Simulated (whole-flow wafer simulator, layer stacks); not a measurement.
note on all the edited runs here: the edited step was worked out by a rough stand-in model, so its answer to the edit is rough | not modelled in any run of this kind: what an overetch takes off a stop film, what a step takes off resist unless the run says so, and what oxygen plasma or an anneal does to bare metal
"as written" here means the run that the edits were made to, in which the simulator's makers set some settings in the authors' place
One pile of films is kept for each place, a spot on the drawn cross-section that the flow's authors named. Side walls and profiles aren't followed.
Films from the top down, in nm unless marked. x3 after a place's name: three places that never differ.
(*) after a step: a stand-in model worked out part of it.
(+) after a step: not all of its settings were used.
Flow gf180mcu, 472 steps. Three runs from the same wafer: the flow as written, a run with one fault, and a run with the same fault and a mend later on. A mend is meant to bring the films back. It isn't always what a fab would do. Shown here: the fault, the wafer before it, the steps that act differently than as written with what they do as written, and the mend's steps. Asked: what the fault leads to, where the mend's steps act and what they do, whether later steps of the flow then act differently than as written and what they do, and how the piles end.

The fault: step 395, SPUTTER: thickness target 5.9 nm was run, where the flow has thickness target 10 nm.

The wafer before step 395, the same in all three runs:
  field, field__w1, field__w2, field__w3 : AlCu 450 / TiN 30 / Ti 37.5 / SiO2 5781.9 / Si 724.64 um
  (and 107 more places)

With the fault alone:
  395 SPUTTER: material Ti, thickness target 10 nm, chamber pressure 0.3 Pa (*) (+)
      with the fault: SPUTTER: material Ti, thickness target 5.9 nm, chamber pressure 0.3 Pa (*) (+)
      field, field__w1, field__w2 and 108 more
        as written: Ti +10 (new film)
        with the fault: Ti +5.9 (new film)
  Later steps of the flow that act differently than as written (2 more steps differ only slightly, by at most 2% or 0.5 nm, whichever is larger, and aren't shown):
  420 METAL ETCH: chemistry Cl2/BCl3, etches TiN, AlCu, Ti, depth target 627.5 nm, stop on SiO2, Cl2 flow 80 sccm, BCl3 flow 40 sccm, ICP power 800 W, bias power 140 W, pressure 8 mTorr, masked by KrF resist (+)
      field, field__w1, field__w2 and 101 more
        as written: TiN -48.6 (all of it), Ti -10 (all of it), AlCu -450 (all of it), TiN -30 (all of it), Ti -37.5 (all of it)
        with the fault: TiN -48.6 (all of it), Ti -5.9 (all of it), AlCu -450 (all of it), TiN -30 (all of it), Ti -37.5 (all of it)
  At the end the piles differ from the flow's by more than 2% or 0.5 nm, whichever is larger, at field__w4, field__w8, contact, m1, m1__w1, mim, mim_1p0, m1_nw.
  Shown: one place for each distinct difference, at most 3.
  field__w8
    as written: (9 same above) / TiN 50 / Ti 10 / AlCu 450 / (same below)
    with the fault: (9 same above) / TiN 50 / Ti 5.9 / AlCu 450 / (same below)
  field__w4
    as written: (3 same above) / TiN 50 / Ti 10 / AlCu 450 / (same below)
    with the fault: (3 same above) / TiN 50 / Ti 5.9 / AlCu 450 / (same below)
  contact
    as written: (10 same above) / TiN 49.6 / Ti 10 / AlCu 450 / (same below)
    with the fault: (10 same above) / TiN 49.6 / Ti 5.9 / AlCu 450 / (same below)

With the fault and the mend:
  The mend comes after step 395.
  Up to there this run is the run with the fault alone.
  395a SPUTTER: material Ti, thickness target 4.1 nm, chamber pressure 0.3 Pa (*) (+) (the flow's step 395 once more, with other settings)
      field, field__w1, field__w2 and 108 more
        Ti +4.1
  No later step of the flow acts differently than as written at any place that is followed.
  At the end the piles are the same as the flow's at every place that both follow.
